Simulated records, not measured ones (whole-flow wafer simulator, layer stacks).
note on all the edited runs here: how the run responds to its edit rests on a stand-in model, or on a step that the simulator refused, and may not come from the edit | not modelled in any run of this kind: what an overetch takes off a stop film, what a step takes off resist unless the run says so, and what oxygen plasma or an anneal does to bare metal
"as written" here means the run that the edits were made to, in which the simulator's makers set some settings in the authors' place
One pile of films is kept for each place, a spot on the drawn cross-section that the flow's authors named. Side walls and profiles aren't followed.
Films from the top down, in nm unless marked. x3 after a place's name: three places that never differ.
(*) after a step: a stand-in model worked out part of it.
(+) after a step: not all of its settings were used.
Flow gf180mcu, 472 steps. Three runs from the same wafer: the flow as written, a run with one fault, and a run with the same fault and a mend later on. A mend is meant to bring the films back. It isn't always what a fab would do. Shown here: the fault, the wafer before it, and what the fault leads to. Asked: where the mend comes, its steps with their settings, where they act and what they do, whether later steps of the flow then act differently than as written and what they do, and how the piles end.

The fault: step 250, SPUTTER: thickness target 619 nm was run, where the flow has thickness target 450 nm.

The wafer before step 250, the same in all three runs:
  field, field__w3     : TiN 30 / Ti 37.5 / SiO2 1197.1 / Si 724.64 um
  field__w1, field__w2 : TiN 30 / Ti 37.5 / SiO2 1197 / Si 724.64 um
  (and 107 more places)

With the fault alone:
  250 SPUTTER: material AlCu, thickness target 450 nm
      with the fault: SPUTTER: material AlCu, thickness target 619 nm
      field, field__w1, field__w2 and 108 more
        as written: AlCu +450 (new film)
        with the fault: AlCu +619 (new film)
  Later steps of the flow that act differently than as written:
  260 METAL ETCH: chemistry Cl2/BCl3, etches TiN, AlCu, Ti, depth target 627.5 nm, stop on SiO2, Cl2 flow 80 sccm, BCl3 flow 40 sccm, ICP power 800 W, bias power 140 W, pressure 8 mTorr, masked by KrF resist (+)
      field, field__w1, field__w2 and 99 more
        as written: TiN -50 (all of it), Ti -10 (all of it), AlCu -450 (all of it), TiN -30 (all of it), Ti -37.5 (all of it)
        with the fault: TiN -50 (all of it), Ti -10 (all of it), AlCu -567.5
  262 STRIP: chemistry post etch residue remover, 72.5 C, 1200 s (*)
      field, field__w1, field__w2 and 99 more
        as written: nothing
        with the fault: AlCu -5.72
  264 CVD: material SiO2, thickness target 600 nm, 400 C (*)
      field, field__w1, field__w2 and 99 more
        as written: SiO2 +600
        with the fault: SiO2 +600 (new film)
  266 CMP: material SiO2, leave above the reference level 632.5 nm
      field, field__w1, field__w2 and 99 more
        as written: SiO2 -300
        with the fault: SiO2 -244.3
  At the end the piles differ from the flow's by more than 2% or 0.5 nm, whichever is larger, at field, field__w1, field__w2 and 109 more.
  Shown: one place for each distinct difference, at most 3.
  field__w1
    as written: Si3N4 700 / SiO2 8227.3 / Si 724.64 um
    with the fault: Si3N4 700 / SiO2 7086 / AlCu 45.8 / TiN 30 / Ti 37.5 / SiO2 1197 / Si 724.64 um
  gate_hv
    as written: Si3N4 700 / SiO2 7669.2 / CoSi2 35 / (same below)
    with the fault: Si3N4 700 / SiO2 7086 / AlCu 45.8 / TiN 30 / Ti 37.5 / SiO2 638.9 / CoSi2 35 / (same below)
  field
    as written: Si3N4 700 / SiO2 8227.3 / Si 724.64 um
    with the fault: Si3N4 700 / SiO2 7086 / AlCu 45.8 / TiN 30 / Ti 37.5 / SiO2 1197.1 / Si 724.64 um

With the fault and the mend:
  The mend comes after step 259.
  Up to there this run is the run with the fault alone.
  260 METAL ETCH: chemistry Cl2/BCl3, etches TiN, AlCu, Ti, depth target 796.5 nm, stop on SiO2, Cl2 flow 80 sccm, BCl3 flow 40 sccm, ICP power 800 W, bias power 140 W, pressure 8 mTorr, masked by KrF resist (+) (the flow's step 260, which as written has depth target 627.5 nm)
      field, field__w1, field__w2 and 99 more
        TiN -50 (all of it), Ti -10 (all of it), AlCu -619 (all of it), TiN -30 (all of it), Ti -37.5 (all of it)
      field__w8, contact, m1 and 6 more
        KrF resist -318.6
  Later steps of the flow that act differently than as written:
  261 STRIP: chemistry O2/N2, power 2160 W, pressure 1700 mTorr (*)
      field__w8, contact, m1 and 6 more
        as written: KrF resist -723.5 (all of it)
        with the mend: KrF resist -655.9 (all of it)
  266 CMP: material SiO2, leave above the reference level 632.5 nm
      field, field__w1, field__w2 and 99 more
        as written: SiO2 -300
        with the mend: SiO2 -131
  At the end the piles differ from the flow's by more than 2% or 0.5 nm, whichever is larger, at field, field__w1, field__w2 and 109 more.
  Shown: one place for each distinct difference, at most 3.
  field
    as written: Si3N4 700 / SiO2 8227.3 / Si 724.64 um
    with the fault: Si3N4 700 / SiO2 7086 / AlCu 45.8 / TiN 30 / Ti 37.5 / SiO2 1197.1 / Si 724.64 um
    with the mend: Si3N4 700 / SiO2 8396.3 / Si 724.64 um
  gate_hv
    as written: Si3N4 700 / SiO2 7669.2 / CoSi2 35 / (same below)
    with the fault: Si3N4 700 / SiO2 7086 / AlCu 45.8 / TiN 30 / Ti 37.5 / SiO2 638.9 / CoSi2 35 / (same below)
    with the mend: Si3N4 700 / SiO2 7838.2 / CoSi2 35 / (same below)
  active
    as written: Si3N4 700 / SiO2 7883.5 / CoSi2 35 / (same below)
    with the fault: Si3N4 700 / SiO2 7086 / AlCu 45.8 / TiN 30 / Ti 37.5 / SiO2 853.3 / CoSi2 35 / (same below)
    with the mend: Si3N4 700 / SiO2 8052.5 / CoSi2 35 / (same below)
